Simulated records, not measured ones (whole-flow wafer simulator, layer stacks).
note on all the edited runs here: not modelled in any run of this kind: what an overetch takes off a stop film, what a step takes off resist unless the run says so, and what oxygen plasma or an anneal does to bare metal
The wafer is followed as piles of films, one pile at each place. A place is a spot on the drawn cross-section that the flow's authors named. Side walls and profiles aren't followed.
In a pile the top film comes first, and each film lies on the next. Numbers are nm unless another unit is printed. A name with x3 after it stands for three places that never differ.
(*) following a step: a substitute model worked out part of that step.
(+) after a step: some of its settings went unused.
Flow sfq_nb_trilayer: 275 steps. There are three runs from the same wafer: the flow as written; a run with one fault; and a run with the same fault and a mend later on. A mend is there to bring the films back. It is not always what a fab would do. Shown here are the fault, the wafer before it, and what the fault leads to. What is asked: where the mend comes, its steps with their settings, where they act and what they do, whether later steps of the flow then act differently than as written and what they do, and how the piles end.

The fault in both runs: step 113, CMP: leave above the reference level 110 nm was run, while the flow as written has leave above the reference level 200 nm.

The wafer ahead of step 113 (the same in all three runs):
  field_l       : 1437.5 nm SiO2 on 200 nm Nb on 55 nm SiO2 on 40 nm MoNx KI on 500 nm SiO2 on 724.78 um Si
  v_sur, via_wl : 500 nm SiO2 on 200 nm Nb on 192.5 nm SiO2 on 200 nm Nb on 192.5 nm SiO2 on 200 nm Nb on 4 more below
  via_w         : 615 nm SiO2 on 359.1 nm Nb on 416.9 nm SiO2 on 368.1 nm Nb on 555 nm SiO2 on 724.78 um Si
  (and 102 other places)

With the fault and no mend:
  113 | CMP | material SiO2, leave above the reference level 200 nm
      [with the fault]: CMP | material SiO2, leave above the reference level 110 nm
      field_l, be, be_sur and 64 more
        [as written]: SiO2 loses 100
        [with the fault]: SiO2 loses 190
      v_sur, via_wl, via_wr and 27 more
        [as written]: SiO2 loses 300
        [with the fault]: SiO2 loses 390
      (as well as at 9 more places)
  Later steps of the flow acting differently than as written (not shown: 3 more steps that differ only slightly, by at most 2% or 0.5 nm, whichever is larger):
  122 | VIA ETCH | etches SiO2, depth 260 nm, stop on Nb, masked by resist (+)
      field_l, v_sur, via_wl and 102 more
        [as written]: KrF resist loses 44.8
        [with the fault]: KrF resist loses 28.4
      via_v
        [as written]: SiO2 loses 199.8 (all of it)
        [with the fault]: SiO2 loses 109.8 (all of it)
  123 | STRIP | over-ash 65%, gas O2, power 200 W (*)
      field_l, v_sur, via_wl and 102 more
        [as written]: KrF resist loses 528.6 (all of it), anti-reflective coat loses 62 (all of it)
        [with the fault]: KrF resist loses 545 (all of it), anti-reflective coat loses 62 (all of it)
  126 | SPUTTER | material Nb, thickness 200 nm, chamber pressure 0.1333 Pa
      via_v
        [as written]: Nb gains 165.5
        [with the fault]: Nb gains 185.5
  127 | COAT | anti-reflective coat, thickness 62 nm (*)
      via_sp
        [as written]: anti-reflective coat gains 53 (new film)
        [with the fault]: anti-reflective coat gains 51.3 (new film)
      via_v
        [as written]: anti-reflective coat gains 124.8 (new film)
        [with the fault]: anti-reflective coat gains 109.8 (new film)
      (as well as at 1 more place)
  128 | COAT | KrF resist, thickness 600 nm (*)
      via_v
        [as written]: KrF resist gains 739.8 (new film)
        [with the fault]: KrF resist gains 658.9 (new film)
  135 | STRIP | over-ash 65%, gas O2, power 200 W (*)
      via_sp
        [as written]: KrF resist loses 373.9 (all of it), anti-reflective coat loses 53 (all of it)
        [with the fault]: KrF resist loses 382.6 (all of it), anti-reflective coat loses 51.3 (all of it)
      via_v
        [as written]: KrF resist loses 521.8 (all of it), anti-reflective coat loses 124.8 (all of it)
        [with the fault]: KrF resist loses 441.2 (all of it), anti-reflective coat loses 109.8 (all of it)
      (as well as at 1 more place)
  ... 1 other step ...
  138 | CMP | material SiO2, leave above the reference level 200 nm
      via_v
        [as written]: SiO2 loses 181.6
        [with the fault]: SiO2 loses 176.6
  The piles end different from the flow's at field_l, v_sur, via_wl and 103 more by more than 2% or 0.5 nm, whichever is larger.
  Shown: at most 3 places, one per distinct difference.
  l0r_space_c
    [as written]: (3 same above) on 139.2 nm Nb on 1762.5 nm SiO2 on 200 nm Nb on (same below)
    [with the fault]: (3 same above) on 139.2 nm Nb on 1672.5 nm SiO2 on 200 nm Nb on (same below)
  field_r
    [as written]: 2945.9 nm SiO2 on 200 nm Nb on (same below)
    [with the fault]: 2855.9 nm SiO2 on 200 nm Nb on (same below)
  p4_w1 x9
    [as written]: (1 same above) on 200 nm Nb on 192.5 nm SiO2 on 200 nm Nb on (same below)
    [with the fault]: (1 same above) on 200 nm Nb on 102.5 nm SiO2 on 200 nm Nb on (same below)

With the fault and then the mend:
  The mend follows step 114.
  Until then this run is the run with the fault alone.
  114a | PECVD | material SiO2, thickness 90 nm, 150 C, 20 s, RF power 183.3 W, pressure 2.4 Torr, precursor SiH4/N2O (the flow's step 112 again, with other settings)
      field_l, v_sur, via_wl and 103 more
        SiO2 gains 90
  None of the later steps of the flow differs from how it acts as written, at any place that is followed, by more than 2% or 0.5 nm, whichever is larger.
  By the end, the piles equal the flow's at every place that both follow.
